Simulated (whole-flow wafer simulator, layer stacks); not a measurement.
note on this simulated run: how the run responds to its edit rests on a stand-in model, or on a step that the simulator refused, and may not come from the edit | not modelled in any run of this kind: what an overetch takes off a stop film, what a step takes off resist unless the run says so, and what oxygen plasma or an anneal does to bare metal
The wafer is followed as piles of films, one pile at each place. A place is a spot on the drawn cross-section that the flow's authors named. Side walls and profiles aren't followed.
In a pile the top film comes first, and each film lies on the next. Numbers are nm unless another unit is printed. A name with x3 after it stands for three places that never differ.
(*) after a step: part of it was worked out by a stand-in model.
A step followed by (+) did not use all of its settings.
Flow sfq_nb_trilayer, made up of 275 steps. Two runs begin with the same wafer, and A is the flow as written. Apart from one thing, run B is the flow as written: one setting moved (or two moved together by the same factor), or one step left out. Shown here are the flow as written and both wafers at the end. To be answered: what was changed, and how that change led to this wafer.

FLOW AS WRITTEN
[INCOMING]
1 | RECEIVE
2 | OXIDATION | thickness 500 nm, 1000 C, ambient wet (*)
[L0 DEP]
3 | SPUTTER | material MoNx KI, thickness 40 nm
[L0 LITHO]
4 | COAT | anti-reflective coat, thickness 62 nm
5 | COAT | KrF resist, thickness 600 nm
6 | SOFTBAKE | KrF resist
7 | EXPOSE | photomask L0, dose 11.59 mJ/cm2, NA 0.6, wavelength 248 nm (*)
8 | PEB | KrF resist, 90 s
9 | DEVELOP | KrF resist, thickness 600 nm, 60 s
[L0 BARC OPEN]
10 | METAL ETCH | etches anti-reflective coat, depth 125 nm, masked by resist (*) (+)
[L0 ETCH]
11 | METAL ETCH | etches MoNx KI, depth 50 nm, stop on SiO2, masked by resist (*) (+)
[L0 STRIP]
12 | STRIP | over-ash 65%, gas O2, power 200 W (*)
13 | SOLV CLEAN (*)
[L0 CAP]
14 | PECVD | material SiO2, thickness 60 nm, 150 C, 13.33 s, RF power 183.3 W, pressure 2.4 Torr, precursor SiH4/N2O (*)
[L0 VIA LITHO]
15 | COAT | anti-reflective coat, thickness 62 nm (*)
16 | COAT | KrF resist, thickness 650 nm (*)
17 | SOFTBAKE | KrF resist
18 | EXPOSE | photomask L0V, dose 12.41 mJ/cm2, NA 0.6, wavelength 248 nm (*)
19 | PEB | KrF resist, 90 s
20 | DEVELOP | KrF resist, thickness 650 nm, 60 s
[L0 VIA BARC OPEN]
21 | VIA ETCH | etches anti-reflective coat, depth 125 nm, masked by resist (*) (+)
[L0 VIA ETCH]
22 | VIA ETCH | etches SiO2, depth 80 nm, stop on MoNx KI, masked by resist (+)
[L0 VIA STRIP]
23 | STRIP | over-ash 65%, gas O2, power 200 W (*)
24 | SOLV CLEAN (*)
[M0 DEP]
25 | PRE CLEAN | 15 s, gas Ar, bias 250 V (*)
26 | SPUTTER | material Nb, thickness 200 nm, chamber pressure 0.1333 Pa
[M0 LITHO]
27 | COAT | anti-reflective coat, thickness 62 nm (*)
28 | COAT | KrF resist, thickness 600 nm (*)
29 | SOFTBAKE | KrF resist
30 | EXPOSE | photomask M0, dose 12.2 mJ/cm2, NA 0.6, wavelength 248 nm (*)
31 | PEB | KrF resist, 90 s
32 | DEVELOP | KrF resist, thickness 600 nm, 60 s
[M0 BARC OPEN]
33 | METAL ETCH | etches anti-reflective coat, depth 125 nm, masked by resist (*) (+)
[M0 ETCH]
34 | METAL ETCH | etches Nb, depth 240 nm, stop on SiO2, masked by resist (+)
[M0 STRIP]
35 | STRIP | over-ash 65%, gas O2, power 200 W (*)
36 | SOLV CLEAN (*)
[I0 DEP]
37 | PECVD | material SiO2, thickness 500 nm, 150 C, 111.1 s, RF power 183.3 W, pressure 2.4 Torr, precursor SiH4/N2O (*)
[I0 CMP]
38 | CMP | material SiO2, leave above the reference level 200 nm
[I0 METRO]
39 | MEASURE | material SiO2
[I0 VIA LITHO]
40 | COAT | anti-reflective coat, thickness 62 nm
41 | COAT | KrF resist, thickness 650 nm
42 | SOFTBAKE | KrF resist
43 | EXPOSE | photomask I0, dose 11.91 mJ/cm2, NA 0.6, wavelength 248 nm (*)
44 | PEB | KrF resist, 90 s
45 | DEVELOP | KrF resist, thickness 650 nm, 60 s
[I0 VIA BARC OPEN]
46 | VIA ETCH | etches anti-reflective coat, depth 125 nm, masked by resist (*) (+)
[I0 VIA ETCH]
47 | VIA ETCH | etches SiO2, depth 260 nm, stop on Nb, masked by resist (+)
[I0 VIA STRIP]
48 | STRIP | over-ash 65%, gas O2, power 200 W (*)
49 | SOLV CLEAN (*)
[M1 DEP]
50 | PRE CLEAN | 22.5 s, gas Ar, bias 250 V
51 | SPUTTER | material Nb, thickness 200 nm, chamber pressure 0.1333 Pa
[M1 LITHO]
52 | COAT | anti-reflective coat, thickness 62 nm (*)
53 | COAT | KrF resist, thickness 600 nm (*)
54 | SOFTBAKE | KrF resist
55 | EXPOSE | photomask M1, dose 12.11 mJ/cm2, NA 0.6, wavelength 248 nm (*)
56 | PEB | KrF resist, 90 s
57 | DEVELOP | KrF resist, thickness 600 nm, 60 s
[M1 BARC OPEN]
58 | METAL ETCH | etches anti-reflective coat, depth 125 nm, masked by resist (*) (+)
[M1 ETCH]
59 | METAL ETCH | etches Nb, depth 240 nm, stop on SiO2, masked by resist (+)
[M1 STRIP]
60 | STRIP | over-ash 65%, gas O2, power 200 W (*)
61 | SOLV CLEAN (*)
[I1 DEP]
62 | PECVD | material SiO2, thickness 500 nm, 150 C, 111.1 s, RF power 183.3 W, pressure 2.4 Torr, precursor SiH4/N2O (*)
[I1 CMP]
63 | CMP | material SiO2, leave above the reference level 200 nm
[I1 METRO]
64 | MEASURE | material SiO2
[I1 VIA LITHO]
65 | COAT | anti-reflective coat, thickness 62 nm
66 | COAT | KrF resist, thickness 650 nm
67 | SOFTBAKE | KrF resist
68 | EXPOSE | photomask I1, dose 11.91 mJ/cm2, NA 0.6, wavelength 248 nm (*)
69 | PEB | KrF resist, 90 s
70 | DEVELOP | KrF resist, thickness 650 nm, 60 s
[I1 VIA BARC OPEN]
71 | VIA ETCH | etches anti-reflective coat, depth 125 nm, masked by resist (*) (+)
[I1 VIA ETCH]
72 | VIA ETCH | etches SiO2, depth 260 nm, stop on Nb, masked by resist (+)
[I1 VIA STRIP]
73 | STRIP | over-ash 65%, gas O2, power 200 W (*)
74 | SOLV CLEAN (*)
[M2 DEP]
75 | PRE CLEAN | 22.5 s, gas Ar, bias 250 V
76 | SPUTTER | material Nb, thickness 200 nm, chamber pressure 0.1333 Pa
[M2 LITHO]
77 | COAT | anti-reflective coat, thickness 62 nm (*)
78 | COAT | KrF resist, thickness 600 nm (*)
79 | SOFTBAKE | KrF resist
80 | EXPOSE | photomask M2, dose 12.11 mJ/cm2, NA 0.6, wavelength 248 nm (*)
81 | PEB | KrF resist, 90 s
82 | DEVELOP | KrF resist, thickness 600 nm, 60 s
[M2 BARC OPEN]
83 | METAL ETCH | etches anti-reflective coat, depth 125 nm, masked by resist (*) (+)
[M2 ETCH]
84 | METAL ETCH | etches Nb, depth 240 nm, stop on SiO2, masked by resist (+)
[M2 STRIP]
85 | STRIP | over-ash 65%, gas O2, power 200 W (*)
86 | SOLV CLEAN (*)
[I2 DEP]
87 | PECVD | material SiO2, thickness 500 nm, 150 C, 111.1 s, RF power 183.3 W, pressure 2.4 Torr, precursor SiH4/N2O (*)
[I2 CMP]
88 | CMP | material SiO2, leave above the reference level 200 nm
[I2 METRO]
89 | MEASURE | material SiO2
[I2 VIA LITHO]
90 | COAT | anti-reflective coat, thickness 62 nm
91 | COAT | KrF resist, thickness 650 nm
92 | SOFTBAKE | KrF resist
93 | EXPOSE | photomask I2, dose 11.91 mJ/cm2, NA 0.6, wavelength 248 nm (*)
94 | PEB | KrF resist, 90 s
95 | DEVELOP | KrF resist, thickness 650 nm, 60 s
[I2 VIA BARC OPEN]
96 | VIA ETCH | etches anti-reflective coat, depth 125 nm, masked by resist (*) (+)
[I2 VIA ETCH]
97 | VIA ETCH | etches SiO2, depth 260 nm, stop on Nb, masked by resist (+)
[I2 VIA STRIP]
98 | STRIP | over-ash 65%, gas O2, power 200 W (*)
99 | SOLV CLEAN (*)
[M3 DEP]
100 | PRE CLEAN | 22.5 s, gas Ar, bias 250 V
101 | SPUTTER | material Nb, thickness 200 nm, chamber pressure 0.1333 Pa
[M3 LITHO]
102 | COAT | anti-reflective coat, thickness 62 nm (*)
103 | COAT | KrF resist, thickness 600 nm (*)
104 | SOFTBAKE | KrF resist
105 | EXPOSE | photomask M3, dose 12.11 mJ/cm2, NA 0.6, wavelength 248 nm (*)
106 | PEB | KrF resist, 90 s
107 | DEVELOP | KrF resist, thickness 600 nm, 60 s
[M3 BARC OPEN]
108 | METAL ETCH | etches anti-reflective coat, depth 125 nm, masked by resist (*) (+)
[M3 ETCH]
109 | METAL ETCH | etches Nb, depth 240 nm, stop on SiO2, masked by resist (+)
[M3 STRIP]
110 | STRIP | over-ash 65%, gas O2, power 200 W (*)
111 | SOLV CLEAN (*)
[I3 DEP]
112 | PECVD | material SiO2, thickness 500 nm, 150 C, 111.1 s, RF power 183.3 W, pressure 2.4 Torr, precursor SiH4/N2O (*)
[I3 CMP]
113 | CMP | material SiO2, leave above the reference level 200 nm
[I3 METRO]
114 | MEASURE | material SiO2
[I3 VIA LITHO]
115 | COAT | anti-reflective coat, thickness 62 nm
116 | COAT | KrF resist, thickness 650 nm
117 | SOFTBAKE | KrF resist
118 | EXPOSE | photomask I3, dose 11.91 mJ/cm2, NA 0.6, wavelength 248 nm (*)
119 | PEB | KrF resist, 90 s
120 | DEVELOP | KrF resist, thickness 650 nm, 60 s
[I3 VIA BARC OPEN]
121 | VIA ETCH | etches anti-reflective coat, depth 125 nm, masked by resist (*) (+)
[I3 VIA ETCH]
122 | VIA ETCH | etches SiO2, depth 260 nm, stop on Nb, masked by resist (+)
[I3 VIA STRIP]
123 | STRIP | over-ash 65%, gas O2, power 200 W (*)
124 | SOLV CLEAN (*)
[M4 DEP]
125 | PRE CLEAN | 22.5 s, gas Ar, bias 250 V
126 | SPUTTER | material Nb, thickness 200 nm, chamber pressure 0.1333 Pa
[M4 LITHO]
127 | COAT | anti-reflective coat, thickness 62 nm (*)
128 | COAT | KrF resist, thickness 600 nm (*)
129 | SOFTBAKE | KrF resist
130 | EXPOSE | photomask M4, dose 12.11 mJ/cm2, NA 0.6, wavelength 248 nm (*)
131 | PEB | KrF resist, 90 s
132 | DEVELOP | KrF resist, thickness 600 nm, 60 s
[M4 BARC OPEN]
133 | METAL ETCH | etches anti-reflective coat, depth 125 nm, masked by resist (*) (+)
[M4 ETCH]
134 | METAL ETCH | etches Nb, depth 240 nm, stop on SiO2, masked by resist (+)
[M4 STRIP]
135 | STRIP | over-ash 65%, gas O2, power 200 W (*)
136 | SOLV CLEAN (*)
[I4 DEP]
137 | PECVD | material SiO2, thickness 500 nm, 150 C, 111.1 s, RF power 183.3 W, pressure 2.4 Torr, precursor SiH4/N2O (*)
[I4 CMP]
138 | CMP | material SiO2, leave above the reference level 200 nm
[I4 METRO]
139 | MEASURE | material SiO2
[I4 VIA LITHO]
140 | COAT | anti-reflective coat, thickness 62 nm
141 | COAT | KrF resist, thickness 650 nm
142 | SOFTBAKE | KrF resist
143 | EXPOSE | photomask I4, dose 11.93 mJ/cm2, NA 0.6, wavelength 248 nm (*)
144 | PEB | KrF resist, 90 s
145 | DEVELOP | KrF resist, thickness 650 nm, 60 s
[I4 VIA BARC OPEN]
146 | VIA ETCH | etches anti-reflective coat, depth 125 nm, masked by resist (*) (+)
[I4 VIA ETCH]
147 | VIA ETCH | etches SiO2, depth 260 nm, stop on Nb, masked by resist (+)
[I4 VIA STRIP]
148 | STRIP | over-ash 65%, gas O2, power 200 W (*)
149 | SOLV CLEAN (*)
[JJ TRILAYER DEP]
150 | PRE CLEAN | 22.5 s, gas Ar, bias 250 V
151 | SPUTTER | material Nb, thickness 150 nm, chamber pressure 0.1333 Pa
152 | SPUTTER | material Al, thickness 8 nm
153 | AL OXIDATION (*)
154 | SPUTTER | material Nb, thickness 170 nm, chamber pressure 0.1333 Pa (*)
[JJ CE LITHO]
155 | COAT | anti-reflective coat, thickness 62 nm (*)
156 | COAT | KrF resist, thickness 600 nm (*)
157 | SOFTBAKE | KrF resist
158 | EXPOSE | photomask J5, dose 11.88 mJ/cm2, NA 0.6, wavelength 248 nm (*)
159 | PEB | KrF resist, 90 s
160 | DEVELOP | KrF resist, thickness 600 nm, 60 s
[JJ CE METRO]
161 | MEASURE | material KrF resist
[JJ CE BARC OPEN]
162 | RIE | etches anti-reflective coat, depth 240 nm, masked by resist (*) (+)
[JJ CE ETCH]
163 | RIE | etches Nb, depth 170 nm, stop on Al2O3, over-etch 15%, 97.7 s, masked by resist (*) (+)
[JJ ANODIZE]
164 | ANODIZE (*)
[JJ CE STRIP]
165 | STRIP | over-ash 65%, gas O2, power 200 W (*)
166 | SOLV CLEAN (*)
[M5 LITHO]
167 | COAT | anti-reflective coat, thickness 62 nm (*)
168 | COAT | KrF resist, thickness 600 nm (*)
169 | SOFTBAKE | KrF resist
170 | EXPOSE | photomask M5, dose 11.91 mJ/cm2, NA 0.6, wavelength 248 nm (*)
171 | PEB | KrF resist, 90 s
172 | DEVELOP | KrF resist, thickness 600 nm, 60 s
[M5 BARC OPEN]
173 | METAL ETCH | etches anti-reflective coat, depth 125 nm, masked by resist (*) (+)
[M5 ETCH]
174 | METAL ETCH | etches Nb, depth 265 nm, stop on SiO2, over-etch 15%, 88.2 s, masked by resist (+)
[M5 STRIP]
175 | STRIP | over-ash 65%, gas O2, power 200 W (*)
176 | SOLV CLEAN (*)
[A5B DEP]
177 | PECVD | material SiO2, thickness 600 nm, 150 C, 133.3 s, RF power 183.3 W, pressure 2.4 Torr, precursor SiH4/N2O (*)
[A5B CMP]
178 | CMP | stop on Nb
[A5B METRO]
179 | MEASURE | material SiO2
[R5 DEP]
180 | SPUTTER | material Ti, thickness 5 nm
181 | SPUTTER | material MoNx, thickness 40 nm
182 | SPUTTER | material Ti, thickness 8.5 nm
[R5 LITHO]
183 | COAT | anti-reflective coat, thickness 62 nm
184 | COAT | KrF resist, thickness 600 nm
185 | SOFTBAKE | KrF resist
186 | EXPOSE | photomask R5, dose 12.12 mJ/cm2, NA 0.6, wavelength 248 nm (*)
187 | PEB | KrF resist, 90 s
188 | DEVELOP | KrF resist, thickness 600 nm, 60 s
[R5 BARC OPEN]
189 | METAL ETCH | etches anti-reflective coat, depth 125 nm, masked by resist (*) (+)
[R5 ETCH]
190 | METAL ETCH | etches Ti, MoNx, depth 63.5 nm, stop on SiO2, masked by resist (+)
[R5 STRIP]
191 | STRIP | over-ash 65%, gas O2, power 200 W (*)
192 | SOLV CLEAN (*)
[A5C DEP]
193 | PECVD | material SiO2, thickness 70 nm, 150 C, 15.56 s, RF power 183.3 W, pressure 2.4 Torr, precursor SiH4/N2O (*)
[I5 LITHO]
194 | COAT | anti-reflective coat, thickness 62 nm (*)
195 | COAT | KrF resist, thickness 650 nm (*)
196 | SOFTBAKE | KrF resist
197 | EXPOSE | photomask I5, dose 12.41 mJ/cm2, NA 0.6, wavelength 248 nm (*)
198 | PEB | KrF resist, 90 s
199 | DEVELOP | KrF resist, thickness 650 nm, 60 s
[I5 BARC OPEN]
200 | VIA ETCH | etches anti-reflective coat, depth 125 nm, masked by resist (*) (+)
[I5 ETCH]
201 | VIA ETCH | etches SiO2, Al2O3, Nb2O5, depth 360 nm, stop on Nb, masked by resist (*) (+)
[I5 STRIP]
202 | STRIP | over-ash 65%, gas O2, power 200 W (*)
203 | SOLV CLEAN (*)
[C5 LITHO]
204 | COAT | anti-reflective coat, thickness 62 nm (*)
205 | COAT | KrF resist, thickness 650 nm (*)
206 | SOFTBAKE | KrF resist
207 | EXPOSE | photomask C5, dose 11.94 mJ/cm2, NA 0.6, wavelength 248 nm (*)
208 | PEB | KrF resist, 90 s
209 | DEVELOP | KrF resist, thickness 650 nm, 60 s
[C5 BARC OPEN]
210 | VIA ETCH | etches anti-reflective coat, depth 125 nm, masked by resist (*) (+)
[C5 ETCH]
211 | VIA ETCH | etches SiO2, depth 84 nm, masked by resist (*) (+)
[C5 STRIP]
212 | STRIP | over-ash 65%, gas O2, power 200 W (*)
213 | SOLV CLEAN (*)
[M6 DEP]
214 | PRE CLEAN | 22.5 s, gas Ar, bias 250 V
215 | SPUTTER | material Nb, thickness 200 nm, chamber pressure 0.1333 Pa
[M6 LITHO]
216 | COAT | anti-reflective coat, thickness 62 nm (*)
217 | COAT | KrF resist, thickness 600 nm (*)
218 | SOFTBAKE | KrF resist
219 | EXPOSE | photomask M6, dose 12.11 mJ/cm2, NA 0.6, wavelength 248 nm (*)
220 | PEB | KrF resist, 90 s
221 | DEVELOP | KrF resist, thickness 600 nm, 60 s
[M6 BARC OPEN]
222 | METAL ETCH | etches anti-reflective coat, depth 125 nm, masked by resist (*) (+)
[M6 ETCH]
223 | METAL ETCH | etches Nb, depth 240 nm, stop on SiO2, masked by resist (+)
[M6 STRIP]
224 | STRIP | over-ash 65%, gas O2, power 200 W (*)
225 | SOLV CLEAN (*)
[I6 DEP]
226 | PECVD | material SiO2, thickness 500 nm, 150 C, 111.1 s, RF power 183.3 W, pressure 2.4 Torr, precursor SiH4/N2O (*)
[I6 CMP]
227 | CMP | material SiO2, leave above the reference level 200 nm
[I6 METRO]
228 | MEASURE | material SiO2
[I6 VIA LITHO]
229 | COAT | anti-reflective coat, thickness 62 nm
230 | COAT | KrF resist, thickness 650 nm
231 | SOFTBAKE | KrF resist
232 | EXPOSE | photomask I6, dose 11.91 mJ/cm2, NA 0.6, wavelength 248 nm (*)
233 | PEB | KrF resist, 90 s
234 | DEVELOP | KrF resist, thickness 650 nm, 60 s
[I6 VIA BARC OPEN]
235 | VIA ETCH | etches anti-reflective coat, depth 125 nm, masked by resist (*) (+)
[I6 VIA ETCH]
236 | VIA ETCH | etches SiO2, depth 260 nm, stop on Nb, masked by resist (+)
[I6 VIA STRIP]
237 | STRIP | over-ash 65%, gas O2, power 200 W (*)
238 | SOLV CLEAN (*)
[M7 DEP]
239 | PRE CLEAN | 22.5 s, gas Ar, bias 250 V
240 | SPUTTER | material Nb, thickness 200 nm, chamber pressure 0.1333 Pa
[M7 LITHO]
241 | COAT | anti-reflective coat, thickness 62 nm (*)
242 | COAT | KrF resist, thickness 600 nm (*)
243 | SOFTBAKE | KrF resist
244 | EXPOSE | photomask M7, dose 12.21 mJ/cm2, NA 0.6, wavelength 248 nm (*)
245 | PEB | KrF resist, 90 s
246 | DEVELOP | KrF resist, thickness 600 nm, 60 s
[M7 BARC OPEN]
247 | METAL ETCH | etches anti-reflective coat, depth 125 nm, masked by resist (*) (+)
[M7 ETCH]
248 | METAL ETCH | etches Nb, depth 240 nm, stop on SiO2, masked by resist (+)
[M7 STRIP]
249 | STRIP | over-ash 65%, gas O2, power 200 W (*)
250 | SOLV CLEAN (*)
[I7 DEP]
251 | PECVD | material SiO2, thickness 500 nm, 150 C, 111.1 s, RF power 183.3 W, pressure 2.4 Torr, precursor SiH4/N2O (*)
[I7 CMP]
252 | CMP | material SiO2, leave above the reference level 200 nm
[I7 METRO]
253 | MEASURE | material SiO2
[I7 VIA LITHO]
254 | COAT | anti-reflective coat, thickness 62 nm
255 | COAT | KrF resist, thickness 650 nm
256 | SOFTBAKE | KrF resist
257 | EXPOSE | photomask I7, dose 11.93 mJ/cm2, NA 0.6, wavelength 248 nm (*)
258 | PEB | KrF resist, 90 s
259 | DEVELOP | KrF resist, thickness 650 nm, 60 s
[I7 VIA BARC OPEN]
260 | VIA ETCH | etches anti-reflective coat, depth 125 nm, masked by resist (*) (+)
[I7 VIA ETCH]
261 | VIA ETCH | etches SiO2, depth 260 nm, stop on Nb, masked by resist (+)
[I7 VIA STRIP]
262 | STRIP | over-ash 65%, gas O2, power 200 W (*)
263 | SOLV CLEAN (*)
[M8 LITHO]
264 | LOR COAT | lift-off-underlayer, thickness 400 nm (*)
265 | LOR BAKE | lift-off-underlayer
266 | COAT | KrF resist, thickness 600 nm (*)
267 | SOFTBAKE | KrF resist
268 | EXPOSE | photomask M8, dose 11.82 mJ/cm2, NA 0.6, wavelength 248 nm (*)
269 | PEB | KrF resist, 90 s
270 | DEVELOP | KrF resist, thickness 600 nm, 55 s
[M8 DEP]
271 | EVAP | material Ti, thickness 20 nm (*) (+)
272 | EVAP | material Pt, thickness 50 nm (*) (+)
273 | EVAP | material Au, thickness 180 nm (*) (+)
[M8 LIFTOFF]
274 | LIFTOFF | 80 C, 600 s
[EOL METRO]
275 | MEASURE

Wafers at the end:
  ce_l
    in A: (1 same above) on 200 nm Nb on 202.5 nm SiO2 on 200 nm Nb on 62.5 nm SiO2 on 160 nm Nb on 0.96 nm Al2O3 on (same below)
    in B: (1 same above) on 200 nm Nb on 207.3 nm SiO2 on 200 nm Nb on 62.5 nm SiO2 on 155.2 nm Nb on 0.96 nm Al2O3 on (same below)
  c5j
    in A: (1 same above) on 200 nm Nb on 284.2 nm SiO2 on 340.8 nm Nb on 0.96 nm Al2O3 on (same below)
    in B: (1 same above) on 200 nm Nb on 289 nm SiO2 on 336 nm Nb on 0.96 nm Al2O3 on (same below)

Cause: step 190, METAL ETCH: depth 68.3 nm was run, whereas the flow has depth 63.5 nm.

Step by step, how the change led to this:
  190 | METAL ETCH | etches Ti, MoNx, depth 63.5 nm, stop on SiO2, masked by resist (+)
      be_r, r_sur, res, r_end, r5r_line_l, r5r_line_c, r5r_line_r: A -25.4 KrF resist | B -27.3 KrF resist
      ce_l, c5j, ce_r, wl_jj: A -8.5 Ti (all of it), -40 MoNx (all of it), -5 Ti (all of it), -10 Nb | B -8.5 Ti (all of it), -40 MoNx (all of it), -5 Ti (all of it), -14.8 Nb
  194 | COAT | anti-reflective coat, thickness 62 nm (*)
      ce_l: A +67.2 anti-reflective coat (new film) | B +69.4 anti-reflective coat (new film)
      c5j: A +64.9 anti-reflective coat (new film) | B +66.3 anti-reflective coat (new film)
      (as well as at 2 more places)
  202 | STRIP | over-ash 65%, gas O2, power 200 W (*)
      ce_l: A -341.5 KrF resist (all of it), -67.2 anti-reflective coat (all of it) | B -343.2 KrF resist (all of it), -69.4 anti-reflective coat (all of it)
      c5j: A -345.8 KrF resist (all of it), -64.9 anti-reflective coat (all of it) | B -348.2 KrF resist (all of it), -66.3 anti-reflective coat (all of it)
      (as well as at 2 more places)
  204 | COAT | anti-reflective coat, thickness 62 nm (*)
      ce_l: A +66 anti-reflective coat (new film) | B +68.2 anti-reflective coat (new film)
      ce_r: A +67.2 anti-reflective coat (new film) | B +69.3 anti-reflective coat (new film)
      (as well as at 1 more place)
  212 | STRIP | over-ash 65%, gas O2, power 200 W (*)
      ce_l: A -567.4 KrF resist (all of it), -66 anti-reflective coat (all of it) | B -569.1 KrF resist (all of it), -68.2 anti-reflective coat (all of it)
      ce_r: A -573.7 KrF resist (all of it), -67.2 anti-reflective coat (all of it) | B -575.5 KrF resist (all of it), -69.3 anti-reflective coat (all of it)
      (as well as at 1 more place)
  216 | COAT | anti-reflective coat, thickness 62 nm (*)
      ce_l: A +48 anti-reflective coat (new film) | B +49.6 anti-reflective coat (new film)
      ce_r: A +48.8 anti-reflective coat (new film) | B +50.3 anti-reflective coat (new film)
      (as well as at 2 more places)
  224 | STRIP | over-ash 65%, gas O2, power 200 W (*)
      ce_l: A -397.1 KrF resist (all of it), -48 anti-reflective coat (all of it) | B -399.3 KrF resist (all of it), -49.6 anti-reflective coat (all of it)
      ce_r: A -403.5 KrF resist (all of it), -48.8 anti-reflective coat (all of it) | B -405.7 KrF resist (all of it), -50.3 anti-reflective coat (all of it)
      (as well as at 2 more places)
  227 | CMP | material SiO2, leave above the reference level 200 nm
      c5j: A -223 SiO2 | B -218.2 SiO2
